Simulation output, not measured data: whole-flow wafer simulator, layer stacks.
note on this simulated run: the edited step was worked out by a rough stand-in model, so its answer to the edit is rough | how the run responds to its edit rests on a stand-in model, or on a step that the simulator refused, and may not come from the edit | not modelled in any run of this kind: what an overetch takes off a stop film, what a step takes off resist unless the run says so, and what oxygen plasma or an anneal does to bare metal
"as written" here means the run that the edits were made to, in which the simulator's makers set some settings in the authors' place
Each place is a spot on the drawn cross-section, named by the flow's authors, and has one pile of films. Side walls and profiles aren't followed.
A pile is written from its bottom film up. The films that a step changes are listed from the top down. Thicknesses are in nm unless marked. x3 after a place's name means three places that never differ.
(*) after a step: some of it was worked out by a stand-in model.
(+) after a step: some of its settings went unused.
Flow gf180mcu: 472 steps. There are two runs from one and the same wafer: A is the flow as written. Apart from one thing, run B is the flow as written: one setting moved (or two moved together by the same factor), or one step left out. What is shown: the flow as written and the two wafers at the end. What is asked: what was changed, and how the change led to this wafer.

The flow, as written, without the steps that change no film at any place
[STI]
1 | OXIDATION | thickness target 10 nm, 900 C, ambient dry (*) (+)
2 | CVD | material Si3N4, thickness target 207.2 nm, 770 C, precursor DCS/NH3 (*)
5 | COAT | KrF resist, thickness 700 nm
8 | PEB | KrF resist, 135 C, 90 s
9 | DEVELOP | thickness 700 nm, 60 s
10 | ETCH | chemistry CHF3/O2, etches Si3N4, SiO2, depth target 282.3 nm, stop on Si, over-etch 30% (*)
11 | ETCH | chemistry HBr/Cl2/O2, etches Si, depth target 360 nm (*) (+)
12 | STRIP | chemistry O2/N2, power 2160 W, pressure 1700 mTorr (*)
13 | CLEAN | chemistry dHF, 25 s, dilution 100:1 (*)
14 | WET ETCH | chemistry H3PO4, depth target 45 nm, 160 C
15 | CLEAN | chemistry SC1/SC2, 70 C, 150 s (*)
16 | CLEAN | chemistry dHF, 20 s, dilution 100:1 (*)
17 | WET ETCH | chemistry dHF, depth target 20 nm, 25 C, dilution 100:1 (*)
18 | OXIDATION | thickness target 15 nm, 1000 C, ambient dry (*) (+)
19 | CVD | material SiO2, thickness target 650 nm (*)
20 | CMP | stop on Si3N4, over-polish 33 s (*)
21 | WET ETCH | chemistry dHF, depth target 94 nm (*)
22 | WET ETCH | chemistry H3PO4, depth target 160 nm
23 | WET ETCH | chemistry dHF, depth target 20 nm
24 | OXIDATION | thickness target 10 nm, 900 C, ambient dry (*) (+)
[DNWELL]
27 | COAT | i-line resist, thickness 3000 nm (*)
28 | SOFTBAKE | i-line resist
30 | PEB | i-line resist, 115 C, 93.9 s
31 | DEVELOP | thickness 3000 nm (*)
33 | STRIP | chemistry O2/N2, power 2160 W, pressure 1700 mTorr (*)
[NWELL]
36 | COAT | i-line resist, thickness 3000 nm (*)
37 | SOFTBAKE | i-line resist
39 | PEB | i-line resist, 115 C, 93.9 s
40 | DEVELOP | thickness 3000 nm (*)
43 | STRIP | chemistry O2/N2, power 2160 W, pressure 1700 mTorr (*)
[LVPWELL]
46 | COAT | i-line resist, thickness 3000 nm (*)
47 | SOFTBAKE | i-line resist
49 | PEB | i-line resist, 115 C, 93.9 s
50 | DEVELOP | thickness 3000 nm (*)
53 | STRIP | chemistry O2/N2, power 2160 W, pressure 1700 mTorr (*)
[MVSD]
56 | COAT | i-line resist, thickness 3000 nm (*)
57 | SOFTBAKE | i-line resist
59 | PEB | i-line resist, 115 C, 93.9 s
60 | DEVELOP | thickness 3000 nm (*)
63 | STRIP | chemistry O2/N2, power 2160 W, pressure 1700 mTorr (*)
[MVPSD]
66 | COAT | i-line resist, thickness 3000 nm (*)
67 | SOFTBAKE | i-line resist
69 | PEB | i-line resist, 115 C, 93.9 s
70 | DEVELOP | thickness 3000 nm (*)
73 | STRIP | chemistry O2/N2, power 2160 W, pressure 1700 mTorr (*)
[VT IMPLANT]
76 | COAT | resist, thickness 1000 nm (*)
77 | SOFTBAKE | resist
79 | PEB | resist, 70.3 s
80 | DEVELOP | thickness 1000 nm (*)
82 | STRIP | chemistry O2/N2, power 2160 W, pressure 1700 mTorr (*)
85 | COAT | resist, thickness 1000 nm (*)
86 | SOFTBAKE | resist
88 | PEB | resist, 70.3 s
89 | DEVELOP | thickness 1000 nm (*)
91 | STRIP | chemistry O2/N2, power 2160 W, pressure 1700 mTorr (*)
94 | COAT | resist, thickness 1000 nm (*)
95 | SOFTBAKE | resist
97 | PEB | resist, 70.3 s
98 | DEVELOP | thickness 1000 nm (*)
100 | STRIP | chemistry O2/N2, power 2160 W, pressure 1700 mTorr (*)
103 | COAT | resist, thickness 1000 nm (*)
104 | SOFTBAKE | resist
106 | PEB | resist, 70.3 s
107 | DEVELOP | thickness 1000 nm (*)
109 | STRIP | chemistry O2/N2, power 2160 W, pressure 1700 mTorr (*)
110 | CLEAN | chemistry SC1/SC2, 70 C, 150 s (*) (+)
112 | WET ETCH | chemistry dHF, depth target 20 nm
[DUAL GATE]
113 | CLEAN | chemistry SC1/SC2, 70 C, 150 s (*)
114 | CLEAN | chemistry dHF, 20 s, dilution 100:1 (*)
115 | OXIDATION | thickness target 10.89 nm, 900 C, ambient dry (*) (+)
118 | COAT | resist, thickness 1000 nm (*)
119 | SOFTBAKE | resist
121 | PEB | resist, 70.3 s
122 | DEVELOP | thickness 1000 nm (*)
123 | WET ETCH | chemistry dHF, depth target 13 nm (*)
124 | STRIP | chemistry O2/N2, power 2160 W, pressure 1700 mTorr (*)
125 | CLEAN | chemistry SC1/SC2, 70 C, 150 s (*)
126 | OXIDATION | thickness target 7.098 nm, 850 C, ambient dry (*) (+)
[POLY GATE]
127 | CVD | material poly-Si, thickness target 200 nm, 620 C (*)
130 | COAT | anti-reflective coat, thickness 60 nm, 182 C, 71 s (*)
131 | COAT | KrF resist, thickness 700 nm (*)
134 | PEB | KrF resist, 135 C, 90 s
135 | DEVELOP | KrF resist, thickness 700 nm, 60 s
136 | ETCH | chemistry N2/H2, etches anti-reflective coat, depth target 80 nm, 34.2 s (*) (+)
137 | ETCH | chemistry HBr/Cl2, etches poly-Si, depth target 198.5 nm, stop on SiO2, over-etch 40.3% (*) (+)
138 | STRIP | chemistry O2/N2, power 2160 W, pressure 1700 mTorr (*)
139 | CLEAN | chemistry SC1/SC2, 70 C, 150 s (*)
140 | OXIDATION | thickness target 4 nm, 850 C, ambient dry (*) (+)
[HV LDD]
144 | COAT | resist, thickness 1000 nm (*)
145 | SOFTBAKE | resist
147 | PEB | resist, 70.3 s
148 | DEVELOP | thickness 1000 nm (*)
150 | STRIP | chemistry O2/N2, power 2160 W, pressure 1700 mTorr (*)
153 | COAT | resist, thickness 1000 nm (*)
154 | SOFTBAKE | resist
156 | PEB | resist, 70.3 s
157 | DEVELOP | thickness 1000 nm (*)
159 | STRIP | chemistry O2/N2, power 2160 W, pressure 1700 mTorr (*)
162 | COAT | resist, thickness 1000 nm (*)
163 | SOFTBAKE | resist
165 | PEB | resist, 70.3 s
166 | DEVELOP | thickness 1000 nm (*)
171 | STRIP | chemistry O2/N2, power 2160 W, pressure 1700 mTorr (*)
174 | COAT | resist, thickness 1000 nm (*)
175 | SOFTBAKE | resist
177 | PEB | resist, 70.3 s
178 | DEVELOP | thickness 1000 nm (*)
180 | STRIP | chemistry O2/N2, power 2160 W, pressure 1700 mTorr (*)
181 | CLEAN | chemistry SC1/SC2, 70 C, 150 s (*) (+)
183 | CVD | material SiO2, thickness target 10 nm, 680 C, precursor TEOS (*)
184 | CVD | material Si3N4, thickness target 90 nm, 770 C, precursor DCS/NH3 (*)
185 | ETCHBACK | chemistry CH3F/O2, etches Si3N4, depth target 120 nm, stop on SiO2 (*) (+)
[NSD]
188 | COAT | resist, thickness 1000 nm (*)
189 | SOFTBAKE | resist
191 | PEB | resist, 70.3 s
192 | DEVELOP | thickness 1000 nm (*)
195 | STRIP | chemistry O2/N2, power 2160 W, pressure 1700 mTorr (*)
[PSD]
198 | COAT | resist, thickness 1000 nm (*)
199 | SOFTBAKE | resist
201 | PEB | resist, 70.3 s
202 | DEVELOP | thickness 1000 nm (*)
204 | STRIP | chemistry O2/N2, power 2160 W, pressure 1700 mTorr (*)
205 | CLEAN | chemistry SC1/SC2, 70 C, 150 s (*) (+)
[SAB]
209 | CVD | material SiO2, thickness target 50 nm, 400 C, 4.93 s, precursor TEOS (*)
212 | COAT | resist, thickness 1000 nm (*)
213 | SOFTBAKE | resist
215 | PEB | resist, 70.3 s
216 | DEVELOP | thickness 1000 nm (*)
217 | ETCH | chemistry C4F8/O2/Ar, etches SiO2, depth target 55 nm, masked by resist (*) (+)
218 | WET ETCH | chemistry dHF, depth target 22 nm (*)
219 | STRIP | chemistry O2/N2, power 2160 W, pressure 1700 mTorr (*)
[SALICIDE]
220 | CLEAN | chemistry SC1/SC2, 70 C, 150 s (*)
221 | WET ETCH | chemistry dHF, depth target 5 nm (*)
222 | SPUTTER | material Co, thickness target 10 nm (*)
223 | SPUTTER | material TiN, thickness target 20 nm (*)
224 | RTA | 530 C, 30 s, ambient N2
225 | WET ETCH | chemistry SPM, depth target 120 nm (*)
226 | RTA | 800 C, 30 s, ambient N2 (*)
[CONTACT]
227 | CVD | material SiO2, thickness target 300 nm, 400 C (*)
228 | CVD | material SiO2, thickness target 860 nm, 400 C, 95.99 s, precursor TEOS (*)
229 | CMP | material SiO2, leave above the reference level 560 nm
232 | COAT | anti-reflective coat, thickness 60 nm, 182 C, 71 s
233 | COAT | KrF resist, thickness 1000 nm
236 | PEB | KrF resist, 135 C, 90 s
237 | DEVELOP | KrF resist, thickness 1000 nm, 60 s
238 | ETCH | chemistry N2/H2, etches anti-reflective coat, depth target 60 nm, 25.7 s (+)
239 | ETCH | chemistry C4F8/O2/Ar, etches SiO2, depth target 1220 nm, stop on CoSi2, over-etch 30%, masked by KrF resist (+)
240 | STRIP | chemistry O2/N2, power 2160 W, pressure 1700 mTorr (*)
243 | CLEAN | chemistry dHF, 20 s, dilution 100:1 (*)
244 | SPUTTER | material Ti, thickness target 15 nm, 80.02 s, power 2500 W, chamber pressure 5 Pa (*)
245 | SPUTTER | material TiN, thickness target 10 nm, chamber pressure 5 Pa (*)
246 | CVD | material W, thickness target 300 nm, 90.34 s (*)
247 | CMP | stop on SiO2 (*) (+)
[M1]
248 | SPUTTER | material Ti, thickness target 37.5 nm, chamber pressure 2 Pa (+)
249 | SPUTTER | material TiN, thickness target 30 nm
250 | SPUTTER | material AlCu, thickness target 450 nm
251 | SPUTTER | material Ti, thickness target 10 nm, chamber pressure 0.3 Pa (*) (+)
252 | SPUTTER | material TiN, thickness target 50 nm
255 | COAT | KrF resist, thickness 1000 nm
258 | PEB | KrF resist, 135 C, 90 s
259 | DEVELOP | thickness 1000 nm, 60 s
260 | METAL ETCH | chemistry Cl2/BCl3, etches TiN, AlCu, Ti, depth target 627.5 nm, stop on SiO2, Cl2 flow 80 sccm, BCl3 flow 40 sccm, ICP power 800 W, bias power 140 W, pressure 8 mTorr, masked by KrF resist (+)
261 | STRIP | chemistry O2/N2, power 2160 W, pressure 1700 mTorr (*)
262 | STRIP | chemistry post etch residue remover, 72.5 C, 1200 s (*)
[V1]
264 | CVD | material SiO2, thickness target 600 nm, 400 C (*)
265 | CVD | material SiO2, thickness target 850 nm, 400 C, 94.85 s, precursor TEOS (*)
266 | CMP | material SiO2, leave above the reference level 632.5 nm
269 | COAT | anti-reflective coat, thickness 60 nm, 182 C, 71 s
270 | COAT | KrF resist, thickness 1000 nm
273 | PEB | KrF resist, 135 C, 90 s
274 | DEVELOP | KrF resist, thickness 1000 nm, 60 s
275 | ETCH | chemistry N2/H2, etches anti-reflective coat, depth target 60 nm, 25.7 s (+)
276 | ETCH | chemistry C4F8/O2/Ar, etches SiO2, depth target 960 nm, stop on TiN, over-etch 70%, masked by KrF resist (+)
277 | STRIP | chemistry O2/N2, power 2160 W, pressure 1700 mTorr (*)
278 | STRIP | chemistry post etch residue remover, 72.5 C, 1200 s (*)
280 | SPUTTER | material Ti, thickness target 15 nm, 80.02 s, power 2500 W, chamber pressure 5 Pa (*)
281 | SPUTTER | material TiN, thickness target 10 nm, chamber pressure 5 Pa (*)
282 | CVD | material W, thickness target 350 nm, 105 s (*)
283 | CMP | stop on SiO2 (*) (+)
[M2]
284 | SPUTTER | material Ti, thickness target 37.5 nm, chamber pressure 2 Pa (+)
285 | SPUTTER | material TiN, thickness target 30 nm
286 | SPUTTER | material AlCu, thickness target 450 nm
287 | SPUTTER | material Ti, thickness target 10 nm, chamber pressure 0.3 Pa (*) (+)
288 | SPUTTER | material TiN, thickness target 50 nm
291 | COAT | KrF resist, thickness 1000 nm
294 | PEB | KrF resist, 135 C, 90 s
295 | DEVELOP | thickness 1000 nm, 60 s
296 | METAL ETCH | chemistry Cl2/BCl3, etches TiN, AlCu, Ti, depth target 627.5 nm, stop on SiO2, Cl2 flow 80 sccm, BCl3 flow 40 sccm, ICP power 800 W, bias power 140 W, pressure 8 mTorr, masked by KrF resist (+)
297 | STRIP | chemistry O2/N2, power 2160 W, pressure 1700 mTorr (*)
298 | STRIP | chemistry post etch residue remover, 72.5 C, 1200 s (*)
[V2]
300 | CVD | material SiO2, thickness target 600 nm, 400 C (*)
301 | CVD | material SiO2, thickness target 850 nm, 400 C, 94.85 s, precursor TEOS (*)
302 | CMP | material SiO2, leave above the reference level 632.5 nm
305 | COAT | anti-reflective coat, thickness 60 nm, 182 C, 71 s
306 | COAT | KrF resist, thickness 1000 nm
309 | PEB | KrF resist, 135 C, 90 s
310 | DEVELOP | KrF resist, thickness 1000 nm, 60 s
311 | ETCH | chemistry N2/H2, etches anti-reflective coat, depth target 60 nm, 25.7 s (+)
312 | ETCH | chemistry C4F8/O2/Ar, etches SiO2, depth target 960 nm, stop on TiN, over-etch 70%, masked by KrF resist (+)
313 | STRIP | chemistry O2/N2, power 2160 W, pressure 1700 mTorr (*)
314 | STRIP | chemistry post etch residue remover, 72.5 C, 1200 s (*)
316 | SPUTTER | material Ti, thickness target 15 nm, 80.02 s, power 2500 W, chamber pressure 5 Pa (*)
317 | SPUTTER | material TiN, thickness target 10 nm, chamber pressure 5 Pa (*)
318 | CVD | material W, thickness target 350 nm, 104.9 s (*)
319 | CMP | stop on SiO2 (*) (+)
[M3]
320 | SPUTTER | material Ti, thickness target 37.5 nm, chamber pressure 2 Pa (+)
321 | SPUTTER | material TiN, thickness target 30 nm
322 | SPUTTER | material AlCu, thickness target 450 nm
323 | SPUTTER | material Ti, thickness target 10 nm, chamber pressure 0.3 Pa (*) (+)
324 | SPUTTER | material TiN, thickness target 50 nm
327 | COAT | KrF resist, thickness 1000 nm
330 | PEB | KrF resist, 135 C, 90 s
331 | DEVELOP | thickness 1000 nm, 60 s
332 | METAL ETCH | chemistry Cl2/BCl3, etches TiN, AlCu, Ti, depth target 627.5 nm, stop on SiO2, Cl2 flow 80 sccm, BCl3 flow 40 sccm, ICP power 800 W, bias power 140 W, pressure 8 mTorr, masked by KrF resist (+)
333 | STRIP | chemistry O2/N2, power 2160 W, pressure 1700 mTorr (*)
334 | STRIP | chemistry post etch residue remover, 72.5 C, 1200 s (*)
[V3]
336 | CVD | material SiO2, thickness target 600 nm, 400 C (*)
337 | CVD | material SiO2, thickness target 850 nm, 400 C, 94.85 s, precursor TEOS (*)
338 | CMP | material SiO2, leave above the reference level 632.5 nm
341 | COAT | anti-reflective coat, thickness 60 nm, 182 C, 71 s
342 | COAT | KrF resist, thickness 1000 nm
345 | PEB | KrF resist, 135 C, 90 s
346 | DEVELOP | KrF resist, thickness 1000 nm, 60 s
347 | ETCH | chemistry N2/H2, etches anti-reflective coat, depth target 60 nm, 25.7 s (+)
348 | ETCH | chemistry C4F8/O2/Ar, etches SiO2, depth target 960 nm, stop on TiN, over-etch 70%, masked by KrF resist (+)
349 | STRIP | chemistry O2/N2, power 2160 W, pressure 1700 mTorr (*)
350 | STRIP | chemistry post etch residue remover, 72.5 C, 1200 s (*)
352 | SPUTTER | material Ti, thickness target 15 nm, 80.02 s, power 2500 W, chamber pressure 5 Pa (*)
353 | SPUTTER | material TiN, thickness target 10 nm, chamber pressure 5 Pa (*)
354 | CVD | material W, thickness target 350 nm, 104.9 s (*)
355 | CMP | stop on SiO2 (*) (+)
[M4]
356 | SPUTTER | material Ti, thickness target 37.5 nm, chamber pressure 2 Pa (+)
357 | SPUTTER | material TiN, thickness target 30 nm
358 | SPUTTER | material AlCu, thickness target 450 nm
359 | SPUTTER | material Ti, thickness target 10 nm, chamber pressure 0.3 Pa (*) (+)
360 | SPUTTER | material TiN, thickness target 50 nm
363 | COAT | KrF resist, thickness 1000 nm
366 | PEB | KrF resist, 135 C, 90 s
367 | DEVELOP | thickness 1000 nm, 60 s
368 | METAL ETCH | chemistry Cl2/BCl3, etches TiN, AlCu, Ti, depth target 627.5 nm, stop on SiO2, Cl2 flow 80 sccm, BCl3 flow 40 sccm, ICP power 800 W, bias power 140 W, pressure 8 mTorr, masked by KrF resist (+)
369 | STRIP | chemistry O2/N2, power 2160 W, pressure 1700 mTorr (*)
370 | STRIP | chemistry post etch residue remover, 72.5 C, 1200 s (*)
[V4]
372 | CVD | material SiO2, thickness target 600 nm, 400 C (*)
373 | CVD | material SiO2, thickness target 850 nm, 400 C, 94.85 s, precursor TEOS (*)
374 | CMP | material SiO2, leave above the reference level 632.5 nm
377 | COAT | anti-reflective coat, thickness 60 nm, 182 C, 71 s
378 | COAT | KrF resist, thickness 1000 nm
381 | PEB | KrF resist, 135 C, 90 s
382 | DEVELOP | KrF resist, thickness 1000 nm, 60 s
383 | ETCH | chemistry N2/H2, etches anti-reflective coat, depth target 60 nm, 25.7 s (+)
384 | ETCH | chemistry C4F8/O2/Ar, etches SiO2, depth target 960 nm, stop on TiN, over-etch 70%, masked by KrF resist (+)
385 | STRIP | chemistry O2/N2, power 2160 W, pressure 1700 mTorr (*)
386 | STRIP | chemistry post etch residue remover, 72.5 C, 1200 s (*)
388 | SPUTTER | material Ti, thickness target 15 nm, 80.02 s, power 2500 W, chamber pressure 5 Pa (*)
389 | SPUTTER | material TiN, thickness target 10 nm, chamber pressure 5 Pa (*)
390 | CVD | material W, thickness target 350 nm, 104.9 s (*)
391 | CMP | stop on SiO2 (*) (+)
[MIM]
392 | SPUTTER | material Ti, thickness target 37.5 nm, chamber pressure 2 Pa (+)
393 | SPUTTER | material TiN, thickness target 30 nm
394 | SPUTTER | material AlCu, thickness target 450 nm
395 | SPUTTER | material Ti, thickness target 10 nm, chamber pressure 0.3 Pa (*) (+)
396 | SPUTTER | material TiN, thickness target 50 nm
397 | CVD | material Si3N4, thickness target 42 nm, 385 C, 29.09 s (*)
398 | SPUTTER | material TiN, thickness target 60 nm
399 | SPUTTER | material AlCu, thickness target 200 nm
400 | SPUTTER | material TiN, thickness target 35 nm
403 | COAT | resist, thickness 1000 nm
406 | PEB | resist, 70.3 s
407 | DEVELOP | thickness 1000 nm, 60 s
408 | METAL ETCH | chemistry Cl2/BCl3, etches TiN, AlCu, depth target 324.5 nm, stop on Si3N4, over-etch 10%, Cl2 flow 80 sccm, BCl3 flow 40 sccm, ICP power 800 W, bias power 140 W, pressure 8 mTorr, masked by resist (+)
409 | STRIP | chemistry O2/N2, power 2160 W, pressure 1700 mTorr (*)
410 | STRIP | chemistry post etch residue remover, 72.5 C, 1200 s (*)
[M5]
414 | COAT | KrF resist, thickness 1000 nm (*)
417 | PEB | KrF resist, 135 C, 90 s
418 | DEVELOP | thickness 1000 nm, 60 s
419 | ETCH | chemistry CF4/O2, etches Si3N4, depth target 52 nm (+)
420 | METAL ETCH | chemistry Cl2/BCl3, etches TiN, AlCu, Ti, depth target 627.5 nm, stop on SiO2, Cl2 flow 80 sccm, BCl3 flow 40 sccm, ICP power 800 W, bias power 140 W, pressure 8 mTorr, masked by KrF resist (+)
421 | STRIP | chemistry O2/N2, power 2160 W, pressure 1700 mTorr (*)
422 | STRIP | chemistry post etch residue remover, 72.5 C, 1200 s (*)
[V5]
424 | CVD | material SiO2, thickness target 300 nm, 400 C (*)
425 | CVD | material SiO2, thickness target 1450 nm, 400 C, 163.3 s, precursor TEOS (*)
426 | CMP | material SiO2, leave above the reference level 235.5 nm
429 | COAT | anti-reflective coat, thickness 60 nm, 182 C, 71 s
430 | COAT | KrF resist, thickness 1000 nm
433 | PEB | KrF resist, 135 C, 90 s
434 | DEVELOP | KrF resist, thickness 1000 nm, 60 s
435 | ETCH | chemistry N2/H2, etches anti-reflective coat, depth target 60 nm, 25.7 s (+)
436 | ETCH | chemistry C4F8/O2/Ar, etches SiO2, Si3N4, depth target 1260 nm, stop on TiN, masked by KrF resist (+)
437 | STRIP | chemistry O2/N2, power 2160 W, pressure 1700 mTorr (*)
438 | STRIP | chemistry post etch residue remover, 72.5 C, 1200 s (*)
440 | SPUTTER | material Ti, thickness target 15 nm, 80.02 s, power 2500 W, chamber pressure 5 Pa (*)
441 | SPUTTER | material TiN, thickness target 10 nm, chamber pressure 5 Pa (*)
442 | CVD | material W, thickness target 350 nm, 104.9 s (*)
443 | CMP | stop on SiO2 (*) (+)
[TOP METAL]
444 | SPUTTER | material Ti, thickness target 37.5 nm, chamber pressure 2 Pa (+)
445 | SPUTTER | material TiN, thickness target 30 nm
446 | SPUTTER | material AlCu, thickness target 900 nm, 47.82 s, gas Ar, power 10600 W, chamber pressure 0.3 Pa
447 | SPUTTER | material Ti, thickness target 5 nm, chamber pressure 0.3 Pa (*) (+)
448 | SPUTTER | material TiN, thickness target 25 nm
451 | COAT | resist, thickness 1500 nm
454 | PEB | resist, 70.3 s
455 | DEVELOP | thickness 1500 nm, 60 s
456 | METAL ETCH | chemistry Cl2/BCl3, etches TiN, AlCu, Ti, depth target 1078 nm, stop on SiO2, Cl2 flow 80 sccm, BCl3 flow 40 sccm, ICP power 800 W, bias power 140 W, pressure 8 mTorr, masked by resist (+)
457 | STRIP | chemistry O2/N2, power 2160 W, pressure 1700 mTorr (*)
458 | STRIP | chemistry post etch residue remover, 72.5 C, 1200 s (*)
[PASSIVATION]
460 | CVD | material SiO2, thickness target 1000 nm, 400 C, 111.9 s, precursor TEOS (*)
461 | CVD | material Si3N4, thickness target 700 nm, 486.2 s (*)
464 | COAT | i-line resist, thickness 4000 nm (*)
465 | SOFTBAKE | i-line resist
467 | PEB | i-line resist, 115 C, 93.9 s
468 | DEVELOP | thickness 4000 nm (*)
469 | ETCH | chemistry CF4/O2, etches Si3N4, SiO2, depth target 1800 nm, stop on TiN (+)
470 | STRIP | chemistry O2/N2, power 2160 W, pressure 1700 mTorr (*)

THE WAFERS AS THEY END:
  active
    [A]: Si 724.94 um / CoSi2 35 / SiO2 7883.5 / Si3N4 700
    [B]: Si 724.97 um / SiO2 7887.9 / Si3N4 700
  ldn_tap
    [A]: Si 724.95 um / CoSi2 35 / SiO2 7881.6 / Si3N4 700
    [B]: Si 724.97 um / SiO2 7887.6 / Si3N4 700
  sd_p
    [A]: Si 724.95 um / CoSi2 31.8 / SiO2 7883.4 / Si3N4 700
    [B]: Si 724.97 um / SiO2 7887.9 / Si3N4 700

What caused this: step 115, OXIDATION: 1035 C was run, whereas the flow has 900 C.

The path from the change to this, step by step:
  115 | OXIDATION | thickness target 10.89 nm, 900 C, ambient dry (*) (+)
      active, n_well, p_well and 40 more: A +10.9 SiO2 (new film), -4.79 Si | B +38.9 SiO2 (new film), -17.1 Si
      sti, mim_1p0, pad and 19 more: A +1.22 SiO2, -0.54 Si | B +6.32 SiO2, -2.78 Si
      (also at 27 further places)
  119 | SOFTBAKE | resist
      field_sub: A -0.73 resist | B -0.15 resist
      field_sub__w2: A -0.62 resist | B -0.1 resist
      (also at 3 further places)
  123 | WET ETCH | chemistry dHF, depth target 13 nm (*)
      active, n_well, p_well and 12 more: A -10.9 SiO2 (all of it) | B -13 SiO2
  124 | STRIP | chemistry O2/N2, power 2160 W, pressure 1700 mTorr (*)
      active, n_well, p_well and 12 more: A +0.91 chemical SiO2 (new film), -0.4 Si | B nothing
  126 | OXIDATION | thickness target 7.098 nm, 850 C, ambient dry (*) (+)
      active, n_well, p_well and 12 more: A +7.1 SiO2 (new film), -0.76 chemical SiO2 (all of it), -2.79 Si | B +3.35 SiO2, -1.48 Si
      gate_hv, active_hv, active_nat and 25 more: A +3.72 SiO2, -1.64 Si | B +2.85 SiO2, -1.25 Si
  130 | COAT | anti-reflective coat, thickness 60 nm, 182 C, 71 s (*)
      p_well, spacer, sd_n: A +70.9 anti-reflective coat (new film) | B +62.7 anti-reflective coat (new film)
      ldn_ch, ldp_ch: A +66.7 anti-reflective coat (new film) | B +62.5 anti-reflective coat (new film)
      (also at 71 further places)
  136 | ETCH | chemistry N2/H2, etches anti-reflective coat, depth target 80 nm, 34.2 s (*) (+)
      p_well, spacer, sd_n: A -70.9 anti-reflective coat (all of it), -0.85 poly-Si | B -62.7 anti-reflective coat (all of it), -1.06 poly-Si
      ldn_dft, ldp_dft: A -48.7 anti-reflective coat (all of it), -1.42 poly-Si | B -55.2 anti-reflective coat (all of it), -1.25 poly-Si
      (also at 50 further places)
  138 | STRIP | chemistry O2/N2, power 2160 W, pressure 1700 mTorr (*)
      gate: A +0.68 chemical SiO2 (new film), -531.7 KrF resist (all of it), -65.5 anti-reflective coat (all of it), -0.3 poly-Si | B +0.69 chemical SiO2 (new film), -531.3 KrF resist (all of it), -62.2 anti-reflective coat (all of it), -0.3 poly-Si
      gate_hv: A +0.68 chemical SiO2 (new film), -528.4 KrF resist (all of it), -61 anti-reflective coat (all of it), -0.3 poly-Si | B +0.69 chemical SiO2 (new film), -525 KrF resist (all of it), -59.2 anti-reflective coat (all of it), -0.3 poly-Si
      (also at 19 further places)
  145 | SOFTBAKE | resist
      nw_enc_fld_lv__w3: A +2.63 resist | B -0.8 resist
      field_sub: A +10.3 resist | B +10.9 resist
      (also at 5 further places)
  154 | SOFTBAKE | resist
      nw_enc_fld_lv__w3: A +2.63 resist | B -0.8 resist
      field_sub: A +10.3 resist | B +10.9 resist
      (also at 5 further places)
  163 | SOFTBAKE | resist
      nw_enc_fld_lv__w3: A +2.63 resist | B -0.8 resist
      field_sub: A +10.3 resist | B +10.9 resist
      (also at 5 further places)
  175 | SOFTBAKE | resist
      nw_enc_fld_lv__w3: A +2.63 resist | B -0.8 resist
      field_sub: A +10.3 resist | B +10.9 resist
      (also at 5 further places)
  189 | SOFTBAKE | resist
      nw_enc_fld_lv__w3: A +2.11 resist | B -1.59 resist
      field_sub: A +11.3 resist | B +11.9 resist
      (also at 4 further places)
  199 | SOFTBAKE | resist
      nw_enc_fld_lv__w3: A +2.11 resist | B -1.59 resist
      field_sub: A +11.3 resist | B +11.9 resist
      (also at 4 further places)
  213 | SOFTBAKE | resist
      field__w8: A -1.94 resist | B -2.46 resist
      field_sub__w5: A +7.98 resist | B +8.54 resist
      (also at 4 further places)
  218 | WET ETCH | chemistry dHF, depth target 22 nm (*)
      ldn_tap, ldn_src, ldn_drn, ldp_tap, ldp_src, ldp_drn, ldp_gr: A -16 SiO2 (all of it) | B -22.5 SiO2
      active, sd_n, iso_ntap_nw: A -9.01 SiO2 (all of it) | B -22.6 SiO2
      (also at 13 further places)
  ... 12 further steps ...
  471 | ANNEAL | 400 C, 1800 s, ambient N2/H2
      contact: A nothing | B under 49 films: +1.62 void (new film), -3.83 Ti, +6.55 TiSi first (new film), -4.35 Si
Taking metal films that touch as one body, active has 0 bodies; the flow as written gives 1 body.
Taking metal films that touch as one body, ldn_tap has 0 bodies; the flow as written gives 1 body.
Taking metal films that touch as one body, sd_p has 0 bodies; the flow as written gives 1 body.
